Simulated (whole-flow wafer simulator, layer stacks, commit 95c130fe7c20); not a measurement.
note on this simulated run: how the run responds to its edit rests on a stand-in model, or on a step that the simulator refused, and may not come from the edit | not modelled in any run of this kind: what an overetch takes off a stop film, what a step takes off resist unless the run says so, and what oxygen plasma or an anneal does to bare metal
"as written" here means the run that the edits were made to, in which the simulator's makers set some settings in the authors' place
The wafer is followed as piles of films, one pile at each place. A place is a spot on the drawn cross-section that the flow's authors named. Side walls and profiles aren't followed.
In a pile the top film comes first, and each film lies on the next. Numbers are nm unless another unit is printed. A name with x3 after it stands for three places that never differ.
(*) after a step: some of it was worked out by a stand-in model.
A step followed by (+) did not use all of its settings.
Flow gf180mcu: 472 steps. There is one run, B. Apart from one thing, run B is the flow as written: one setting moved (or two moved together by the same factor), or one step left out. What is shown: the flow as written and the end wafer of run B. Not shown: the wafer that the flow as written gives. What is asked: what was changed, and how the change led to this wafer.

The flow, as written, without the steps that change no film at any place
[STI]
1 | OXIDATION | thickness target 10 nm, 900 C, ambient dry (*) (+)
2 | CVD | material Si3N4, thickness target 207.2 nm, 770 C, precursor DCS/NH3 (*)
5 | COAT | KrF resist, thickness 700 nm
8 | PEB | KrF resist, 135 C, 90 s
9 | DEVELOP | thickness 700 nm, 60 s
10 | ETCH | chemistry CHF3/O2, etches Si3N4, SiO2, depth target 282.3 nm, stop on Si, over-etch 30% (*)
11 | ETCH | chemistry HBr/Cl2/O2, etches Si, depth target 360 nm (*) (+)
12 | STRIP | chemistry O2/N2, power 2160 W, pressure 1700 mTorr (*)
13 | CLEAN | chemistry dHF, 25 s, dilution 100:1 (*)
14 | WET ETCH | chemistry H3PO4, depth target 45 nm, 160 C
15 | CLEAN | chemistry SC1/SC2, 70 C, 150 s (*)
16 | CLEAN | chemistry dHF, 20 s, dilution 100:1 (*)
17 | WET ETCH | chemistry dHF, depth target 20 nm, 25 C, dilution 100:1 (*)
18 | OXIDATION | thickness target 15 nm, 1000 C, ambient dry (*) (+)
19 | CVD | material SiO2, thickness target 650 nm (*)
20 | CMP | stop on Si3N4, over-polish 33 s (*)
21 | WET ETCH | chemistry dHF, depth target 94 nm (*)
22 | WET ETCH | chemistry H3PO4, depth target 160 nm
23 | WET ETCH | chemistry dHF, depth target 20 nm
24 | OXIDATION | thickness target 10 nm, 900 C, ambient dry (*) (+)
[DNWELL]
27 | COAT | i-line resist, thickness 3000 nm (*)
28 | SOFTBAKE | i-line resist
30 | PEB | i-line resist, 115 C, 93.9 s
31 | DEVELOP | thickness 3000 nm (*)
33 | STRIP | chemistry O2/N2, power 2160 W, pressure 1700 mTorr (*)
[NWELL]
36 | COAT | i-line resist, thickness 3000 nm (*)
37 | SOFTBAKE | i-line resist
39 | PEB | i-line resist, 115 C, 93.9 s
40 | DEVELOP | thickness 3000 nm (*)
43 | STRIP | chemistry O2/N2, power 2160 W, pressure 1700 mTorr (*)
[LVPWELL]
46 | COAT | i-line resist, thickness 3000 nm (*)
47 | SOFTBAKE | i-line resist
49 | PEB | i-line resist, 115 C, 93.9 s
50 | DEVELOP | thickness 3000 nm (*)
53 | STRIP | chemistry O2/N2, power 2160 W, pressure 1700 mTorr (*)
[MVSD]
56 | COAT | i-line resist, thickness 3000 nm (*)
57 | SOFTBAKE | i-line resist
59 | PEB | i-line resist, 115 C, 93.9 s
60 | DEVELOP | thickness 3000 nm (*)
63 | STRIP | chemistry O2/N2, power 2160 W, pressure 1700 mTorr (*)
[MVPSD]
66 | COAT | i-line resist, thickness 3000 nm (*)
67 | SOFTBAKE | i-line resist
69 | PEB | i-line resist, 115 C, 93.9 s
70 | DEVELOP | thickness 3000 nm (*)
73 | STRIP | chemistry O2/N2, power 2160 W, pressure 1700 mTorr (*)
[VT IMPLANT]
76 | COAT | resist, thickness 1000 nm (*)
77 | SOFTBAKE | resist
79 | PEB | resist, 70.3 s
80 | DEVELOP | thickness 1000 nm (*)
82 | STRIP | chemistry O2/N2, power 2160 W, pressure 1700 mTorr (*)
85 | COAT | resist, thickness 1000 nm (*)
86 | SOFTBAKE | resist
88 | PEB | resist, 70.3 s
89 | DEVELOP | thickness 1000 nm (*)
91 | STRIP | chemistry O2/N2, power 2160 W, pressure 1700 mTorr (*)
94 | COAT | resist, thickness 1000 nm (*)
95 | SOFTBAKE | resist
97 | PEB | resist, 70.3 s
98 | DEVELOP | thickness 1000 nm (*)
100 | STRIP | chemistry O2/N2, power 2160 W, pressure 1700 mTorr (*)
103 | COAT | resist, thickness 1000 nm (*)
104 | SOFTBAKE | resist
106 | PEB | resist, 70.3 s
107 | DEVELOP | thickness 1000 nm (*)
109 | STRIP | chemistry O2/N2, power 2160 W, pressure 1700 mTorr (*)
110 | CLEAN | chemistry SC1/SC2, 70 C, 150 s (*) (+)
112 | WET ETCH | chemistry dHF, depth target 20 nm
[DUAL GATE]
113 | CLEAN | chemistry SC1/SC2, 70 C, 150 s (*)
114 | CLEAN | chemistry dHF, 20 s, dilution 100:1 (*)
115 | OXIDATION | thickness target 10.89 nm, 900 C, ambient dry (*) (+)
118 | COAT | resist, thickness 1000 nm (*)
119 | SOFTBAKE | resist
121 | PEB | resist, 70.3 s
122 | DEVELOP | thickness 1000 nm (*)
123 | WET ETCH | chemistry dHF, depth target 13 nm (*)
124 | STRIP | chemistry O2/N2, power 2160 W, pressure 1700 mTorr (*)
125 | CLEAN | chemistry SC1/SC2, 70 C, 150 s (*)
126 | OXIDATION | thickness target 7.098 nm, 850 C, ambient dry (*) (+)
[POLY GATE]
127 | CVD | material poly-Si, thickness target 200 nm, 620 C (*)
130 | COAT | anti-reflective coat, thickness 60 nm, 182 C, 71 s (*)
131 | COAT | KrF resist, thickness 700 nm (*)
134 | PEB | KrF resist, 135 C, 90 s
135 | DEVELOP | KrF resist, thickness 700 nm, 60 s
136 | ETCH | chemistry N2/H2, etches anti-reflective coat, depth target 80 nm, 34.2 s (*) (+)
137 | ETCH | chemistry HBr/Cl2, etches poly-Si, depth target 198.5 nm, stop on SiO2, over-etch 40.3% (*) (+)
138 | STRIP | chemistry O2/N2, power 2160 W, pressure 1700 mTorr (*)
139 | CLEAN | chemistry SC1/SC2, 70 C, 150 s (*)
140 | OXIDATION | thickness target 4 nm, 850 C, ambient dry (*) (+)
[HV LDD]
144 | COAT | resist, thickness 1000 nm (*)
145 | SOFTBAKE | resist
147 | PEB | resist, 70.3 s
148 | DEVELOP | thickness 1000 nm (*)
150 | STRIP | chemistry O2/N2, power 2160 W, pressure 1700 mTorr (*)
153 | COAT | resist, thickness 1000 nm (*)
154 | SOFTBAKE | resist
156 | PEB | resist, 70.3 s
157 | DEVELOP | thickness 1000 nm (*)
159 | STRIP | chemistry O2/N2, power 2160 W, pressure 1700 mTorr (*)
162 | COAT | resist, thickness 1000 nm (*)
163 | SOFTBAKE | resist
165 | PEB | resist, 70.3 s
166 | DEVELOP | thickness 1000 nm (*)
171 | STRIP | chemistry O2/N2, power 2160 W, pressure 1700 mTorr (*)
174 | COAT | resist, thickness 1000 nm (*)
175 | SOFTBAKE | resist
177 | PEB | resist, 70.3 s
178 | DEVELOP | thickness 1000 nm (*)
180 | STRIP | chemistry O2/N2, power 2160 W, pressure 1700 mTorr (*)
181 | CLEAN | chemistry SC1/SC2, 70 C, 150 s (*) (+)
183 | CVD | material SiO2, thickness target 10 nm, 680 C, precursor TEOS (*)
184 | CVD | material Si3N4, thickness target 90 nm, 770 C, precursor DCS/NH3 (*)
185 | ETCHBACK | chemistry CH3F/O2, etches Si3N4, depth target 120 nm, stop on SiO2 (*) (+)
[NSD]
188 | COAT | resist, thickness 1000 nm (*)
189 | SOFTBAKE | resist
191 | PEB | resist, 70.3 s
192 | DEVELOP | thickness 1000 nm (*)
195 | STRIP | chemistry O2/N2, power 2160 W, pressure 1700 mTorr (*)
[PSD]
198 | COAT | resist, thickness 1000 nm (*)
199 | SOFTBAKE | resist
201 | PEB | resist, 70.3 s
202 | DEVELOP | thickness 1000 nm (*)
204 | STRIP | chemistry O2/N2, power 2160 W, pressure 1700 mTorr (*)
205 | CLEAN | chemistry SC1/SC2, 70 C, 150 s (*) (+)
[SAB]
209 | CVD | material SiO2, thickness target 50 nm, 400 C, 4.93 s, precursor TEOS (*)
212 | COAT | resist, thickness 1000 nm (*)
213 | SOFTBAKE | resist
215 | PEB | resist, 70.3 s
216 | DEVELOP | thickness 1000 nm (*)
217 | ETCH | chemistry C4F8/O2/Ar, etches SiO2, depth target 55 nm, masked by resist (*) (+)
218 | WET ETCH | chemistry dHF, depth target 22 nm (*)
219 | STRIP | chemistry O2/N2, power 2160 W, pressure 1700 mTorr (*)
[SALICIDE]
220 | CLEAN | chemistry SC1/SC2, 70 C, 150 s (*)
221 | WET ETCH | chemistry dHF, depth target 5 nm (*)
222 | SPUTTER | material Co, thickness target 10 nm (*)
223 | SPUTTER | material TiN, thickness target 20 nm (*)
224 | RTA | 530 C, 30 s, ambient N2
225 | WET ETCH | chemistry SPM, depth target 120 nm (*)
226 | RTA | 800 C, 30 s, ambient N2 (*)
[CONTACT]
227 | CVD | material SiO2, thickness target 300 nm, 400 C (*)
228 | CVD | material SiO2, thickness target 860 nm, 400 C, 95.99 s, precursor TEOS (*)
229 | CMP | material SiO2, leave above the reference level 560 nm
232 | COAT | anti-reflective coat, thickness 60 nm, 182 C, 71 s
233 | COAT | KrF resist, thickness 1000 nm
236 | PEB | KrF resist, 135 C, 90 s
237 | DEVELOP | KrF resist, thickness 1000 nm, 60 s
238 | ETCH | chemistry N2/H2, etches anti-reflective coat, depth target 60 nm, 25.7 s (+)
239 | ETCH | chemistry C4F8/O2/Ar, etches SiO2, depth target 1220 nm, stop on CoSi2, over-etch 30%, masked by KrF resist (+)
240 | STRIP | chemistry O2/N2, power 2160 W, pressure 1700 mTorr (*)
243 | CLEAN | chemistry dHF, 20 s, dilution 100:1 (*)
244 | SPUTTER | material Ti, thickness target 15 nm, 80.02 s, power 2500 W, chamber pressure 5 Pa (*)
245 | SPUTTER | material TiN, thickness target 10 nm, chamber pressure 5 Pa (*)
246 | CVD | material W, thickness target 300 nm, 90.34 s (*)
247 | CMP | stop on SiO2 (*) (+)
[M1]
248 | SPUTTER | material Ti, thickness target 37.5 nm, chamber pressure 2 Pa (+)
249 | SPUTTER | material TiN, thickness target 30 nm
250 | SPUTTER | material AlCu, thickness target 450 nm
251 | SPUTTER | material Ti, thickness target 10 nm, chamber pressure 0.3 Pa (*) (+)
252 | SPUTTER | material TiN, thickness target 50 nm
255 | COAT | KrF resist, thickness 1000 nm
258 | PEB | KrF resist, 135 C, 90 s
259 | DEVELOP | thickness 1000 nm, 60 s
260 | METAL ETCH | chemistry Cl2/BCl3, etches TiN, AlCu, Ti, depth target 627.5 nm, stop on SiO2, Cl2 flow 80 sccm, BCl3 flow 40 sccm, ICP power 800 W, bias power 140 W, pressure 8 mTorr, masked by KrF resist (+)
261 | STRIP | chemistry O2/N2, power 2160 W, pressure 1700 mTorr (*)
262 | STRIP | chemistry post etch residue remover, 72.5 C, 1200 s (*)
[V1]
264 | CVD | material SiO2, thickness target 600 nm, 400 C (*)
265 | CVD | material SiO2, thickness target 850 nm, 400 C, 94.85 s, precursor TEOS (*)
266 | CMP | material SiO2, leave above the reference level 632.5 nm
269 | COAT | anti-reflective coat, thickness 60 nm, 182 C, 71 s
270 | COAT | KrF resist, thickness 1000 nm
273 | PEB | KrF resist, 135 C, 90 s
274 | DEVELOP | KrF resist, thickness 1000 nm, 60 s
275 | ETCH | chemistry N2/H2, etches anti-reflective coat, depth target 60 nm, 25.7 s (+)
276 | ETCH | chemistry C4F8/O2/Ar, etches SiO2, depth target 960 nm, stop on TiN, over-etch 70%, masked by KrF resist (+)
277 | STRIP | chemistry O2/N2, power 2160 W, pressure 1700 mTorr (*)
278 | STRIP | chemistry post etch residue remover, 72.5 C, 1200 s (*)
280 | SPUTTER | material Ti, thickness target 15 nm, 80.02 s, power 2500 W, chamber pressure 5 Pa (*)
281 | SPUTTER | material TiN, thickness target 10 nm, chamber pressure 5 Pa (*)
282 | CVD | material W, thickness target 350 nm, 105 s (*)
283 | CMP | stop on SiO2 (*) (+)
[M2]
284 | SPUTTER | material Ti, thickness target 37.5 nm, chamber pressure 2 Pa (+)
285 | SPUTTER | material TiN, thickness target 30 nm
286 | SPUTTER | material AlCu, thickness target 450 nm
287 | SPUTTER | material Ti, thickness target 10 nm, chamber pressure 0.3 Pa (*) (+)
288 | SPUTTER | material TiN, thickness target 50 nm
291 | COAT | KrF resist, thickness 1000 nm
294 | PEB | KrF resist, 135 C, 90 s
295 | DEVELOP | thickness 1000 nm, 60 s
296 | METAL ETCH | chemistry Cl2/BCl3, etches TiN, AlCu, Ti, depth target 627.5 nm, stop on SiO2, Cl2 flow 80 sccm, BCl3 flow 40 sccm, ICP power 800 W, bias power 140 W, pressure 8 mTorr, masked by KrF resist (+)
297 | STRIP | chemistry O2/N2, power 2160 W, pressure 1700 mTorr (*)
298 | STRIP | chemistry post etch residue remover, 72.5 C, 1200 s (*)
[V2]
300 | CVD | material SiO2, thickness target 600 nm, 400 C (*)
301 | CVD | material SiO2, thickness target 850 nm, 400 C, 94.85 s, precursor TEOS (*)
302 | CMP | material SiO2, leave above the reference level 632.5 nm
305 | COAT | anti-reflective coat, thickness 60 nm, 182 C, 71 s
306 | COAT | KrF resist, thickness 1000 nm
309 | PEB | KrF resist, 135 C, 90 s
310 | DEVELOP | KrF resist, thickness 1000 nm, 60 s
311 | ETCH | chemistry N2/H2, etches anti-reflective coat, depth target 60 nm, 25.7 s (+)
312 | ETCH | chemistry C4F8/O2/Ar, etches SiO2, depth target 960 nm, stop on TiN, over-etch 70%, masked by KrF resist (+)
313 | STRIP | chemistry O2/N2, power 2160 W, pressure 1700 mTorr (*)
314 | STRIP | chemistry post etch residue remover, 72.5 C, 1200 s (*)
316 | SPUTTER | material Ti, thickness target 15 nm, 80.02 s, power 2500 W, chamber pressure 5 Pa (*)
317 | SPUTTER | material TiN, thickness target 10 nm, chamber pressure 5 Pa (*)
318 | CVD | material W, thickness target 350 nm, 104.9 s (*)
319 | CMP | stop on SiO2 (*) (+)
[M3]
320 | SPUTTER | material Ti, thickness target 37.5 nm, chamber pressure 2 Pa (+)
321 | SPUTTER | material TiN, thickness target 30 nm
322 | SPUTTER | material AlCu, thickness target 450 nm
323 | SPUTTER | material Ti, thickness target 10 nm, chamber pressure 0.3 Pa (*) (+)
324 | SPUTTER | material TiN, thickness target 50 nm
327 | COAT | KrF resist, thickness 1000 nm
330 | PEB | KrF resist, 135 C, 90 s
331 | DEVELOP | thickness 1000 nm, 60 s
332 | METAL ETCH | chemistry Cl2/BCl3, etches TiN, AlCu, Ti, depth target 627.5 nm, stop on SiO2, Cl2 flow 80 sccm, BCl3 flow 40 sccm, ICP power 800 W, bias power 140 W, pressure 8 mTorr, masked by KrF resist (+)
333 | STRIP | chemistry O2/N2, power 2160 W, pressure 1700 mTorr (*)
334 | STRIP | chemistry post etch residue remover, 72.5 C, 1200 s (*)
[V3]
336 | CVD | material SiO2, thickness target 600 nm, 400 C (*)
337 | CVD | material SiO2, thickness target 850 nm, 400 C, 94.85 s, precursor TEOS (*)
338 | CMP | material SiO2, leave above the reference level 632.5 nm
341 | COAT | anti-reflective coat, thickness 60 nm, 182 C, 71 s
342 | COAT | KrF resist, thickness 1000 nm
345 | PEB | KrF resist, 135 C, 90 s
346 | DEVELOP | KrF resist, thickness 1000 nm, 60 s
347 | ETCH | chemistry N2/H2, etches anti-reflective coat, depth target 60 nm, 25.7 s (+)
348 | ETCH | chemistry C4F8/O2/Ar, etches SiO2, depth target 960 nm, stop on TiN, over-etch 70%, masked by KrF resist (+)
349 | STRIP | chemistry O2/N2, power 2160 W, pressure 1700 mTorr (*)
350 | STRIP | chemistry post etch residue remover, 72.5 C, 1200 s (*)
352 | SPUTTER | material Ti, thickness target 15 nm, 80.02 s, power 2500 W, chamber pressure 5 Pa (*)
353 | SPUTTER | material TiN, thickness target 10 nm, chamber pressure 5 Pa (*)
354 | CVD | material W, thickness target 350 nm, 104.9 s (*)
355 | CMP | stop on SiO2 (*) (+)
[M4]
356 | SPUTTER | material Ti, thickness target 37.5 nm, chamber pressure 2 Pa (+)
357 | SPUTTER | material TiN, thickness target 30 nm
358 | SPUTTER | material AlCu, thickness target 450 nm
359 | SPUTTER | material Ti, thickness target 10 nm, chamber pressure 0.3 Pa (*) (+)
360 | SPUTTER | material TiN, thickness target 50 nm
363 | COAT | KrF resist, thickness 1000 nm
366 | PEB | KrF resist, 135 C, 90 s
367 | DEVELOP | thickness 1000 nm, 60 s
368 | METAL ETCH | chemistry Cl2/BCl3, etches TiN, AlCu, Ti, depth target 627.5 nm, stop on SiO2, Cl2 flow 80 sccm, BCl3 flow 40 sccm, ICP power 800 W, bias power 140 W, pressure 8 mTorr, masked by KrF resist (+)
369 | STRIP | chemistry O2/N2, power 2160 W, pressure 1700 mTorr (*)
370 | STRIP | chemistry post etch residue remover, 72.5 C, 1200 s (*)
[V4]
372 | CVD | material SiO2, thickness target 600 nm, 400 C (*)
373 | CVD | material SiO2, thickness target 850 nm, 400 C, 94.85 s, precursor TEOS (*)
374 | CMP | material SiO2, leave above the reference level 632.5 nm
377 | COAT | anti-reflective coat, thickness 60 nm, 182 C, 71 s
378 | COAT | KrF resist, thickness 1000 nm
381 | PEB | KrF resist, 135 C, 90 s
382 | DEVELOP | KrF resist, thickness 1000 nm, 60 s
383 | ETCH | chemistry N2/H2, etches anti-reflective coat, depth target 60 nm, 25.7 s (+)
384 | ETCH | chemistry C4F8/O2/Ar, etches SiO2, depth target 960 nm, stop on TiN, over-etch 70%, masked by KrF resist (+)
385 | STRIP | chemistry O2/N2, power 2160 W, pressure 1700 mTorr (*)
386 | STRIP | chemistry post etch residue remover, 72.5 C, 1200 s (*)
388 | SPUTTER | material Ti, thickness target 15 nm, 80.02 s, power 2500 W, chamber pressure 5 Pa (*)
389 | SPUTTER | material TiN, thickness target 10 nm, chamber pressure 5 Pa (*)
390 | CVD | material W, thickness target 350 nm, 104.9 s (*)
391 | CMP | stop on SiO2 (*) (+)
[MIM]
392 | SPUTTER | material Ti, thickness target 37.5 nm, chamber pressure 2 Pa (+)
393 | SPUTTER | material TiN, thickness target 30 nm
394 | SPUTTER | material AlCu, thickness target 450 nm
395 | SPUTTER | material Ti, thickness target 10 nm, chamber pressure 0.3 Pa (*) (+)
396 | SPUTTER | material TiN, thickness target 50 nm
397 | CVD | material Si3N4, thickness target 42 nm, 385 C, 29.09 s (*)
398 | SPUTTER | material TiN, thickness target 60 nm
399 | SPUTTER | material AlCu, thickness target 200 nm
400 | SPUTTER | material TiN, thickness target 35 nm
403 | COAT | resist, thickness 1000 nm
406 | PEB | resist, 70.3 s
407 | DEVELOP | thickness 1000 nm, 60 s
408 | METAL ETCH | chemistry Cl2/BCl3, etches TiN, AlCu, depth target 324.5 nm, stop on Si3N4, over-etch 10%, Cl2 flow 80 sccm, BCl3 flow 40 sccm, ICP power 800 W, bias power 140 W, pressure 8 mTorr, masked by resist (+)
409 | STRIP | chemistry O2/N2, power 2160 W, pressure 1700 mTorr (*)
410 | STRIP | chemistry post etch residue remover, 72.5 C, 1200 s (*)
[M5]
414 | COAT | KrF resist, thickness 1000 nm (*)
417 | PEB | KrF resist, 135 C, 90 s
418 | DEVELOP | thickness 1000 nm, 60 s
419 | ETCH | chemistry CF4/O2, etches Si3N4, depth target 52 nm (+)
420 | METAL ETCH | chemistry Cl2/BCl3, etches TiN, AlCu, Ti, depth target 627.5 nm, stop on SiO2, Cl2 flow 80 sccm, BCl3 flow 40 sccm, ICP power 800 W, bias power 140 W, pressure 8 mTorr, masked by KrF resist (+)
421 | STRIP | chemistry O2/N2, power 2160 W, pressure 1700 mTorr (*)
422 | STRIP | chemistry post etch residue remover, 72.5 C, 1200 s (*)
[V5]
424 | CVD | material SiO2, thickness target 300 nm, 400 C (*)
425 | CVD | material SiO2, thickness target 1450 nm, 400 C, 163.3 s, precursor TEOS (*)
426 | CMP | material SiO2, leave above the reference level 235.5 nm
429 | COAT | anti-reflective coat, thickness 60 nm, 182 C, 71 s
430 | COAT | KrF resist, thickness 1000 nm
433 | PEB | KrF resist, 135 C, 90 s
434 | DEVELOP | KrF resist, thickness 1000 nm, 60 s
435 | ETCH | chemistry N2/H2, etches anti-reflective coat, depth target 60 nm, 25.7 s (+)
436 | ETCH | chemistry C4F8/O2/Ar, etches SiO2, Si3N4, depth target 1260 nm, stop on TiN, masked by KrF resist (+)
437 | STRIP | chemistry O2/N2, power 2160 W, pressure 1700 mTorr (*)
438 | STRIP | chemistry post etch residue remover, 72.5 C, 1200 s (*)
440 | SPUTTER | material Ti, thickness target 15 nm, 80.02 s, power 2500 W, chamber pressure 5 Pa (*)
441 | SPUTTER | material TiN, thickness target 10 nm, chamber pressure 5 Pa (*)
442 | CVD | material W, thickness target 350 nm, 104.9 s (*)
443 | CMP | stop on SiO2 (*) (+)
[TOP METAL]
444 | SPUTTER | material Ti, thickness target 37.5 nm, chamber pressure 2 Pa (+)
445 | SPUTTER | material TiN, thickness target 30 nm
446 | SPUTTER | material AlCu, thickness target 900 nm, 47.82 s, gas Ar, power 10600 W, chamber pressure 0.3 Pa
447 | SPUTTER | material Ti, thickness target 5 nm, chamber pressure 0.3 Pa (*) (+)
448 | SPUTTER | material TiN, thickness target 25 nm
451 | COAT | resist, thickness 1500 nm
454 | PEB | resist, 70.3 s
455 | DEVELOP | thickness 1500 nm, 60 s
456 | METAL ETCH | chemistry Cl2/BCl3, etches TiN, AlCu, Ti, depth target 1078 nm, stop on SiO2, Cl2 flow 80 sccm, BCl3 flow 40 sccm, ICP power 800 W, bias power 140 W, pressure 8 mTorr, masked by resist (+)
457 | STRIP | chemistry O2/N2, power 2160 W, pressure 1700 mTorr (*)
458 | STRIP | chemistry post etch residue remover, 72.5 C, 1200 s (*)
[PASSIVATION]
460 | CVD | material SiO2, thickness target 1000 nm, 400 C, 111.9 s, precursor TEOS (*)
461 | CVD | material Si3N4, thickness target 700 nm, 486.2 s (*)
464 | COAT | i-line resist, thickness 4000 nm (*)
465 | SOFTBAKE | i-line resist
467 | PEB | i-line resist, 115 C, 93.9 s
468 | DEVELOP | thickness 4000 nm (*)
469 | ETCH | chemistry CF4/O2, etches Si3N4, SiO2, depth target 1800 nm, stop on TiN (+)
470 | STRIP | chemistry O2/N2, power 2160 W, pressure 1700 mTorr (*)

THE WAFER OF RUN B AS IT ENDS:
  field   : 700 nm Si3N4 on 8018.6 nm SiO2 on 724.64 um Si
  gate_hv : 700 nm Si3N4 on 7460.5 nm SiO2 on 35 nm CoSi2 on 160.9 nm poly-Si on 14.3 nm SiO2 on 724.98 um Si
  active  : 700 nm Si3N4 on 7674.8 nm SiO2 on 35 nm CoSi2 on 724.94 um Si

Cause: step 338, CMP: leave above the reference level 423.8 nm was run, whereas the flow has leave above the reference level 632.5 nm.

How this came from the change, step by step:
  338 | CMP | material SiO2, leave above the reference level 632.5 nm
      field, field__w1, field__w2 and 103 more: SiO2 loses 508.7 (as written it would have been: SiO2 loses 300)
      field__w8, contact, m1, m1__w1, m1_nw: SiO2 loses 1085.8 (as written it would have been: SiO2 loses 877.1)
  348 | ETCH | chemistry C4F8/O2/Ar, etches SiO2, depth target 960 nm, stop on TiN, over-etch 70%, masked by KrF resist (+)
      field, field__w1, field__w2 and 107 more: KrF resist loses 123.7 (as written it would have been: KrF resist loses 192)
      contact: SiO2 loses 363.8 (all of it) (as written it would have been: SiO2 loses 572.5 (all of it))
  349 | STRIP | chemistry O2/N2, power 2160 W, pressure 1700 mTorr (*)
      field, field__w1, field__w2 and 107 more: KrF resist loses 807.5 (all of it), anti-reflective coat loses 60 (all of it) (as written it would have been: KrF resist loses 739.2 (all of it), anti-reflective coat loses 60 (all of it))
  352 | SPUTTER | material Ti, thickness target 15 nm, 80.02 s, power 2500 W, chamber pressure 5 Pa (*)
      contact: Ti gains 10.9 (new film) (as written it would have been: Ti gains 9.65 (new film))
  353 | SPUTTER | material TiN, thickness target 10 nm, chamber pressure 5 Pa (*)
      contact: TiN gains 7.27 (new film) (as written it would have been: TiN gains 6.4 (new film))
  354 | CVD | material W, thickness target 350 nm, 104.9 s (*)
      contact: W gains 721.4 (new film) (as written it would have been: W gains 932.3 (new film))
